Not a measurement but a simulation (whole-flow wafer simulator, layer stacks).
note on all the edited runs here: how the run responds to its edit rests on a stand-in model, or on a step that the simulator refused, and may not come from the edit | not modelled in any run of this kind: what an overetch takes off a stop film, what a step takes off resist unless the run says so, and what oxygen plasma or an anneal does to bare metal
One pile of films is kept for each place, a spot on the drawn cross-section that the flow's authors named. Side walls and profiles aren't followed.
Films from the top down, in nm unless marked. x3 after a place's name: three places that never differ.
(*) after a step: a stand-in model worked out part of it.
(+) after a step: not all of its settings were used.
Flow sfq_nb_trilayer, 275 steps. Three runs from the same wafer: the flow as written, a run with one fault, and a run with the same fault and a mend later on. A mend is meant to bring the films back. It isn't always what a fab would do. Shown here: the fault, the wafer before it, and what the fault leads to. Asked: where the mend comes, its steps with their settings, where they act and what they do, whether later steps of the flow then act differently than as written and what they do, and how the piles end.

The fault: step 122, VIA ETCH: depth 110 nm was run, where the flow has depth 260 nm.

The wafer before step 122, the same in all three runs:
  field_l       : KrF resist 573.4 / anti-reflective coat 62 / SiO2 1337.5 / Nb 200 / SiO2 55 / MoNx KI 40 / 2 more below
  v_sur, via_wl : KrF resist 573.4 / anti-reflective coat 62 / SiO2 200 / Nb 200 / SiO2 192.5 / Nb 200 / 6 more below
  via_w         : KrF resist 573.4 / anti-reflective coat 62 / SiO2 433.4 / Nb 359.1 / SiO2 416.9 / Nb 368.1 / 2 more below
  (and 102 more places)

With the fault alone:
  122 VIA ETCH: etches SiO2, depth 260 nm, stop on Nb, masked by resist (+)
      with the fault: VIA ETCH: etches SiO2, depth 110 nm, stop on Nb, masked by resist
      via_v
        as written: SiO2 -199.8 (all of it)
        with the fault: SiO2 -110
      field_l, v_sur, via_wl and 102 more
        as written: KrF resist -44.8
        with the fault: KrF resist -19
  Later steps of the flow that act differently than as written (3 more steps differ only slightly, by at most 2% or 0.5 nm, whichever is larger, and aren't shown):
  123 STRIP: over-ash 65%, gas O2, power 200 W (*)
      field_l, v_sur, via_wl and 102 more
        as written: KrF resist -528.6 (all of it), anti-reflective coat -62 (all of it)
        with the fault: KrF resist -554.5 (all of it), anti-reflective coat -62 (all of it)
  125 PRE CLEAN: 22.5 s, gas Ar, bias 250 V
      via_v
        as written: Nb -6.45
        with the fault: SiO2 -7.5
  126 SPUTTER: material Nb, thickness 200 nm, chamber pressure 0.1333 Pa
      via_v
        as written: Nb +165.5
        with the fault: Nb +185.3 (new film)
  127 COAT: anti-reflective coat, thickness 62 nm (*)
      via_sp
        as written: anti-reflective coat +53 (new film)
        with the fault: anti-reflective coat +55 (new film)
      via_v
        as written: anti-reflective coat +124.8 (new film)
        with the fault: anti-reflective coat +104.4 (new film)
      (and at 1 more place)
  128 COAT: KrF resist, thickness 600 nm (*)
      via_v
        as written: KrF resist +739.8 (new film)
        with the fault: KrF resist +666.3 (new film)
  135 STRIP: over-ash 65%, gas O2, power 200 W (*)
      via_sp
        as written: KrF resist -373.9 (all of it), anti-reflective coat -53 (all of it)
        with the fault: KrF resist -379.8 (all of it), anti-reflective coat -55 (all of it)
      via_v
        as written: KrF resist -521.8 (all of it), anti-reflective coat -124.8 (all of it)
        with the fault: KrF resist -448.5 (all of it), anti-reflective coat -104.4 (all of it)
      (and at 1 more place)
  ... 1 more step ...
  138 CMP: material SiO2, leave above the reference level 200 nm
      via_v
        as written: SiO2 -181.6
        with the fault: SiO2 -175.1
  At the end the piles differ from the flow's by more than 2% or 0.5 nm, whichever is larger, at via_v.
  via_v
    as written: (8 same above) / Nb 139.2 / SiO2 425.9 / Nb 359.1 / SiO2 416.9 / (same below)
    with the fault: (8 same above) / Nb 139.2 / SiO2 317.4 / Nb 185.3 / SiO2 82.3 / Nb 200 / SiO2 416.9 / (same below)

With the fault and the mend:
  The mend comes after step 123.
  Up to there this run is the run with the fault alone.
  123a COAT: anti-reflective coat, thickness 62 nm (*) (the flow's step 115 once more)
      p4_fl x3, p4_w1 x9, p4_g1 x2 and 63 more
        anti-reflective coat +62 (new film)
      ce_r, sp_r, be_r and 12 more
        anti-reflective coat +61.9 (new film)
      field_l, v_sur, gap, jj_sur, ce_l, c5j
        anti-reflective coat +61.8 (new film)
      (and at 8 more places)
  123b COAT: KrF resist, thickness 650 nm (*) (the flow's step 116 once more)
      p4_fl x3, p4_w1 x9, p4_g1 x2 and 63 more
        KrF resist +650 (new film)
      r_end, moat, field_r, lsp_l, ln_m5
        KrF resist +649.7 (new film)
      lsp_m, ln_m6, lsp_r, l0_sur, l0v
        KrF resist +649.8 (new film)
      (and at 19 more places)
  123c SOFTBAKE: KrF resist (the flow's step 117 once more)
      changes no film at any place that is followed
  123d EXPOSE: photomask I3, dose 11.91 mJ/cm2, NA 0.6, wavelength 248 nm (*) (the flow's step 118 once more)
      changes no film at any place that is followed
  123e PEB: KrF resist, 90 s (the flow's step 119 once more)
      via_sp, wire, ce_l and 93 more
        KrF resist -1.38
      field_l, v_sur, via_wl and 6 more
        KrF resist -1.37
      via_v
        KrF resist -1.52
  123f DEVELOP: KrF resist, thickness 650 nm, 60 s (the flow's step 120 once more)
      field_l, v_sur, via_wl and 102 more
        KrF resist -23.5
      via_v
        KrF resist -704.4 (all of it)
  123g VIA ETCH: etches anti-reflective coat, depth 125 nm, masked by resist (+) (the flow's step 121 once more)
      field_l, v_sur, via_wl and 102 more
        KrF resist -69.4
      via_v
        anti-reflective coat -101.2 (all of it), SiO2 -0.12
  123h VIA ETCH: etches SiO2, depth 150 nm, stop on Nb, masked by resist (+) (the flow's step 122 once more, with other settings)
      field_l, v_sur, via_wl and 102 more
        KrF resist -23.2
      via_v
        SiO2 -89.7 (all of it)
  123i STRIP: over-ash 65%, gas O2, power 200 W (*) (the flow's step 123 once more)
      p4_fl x3, p4_w1 x9, p4_g1 x2 and 63 more
        KrF resist -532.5 (all of it), anti-reflective coat -62 (all of it)
      field_r, lsp_l, ln_m5, lsp_m, ln_m6, lsp_r, l0_sur, l0v
        KrF resist -532.2 (all of it), anti-reflective coat -61.9 (all of it)
      res, r_end, moat
        KrF resist -532.1 (all of it), anti-reflective coat -61.9 (all of it)
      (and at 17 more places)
  No later step of the flow acts differently than as written at any place that is followed.
  At the end the piles are the same as the flow's at every place that both follow.
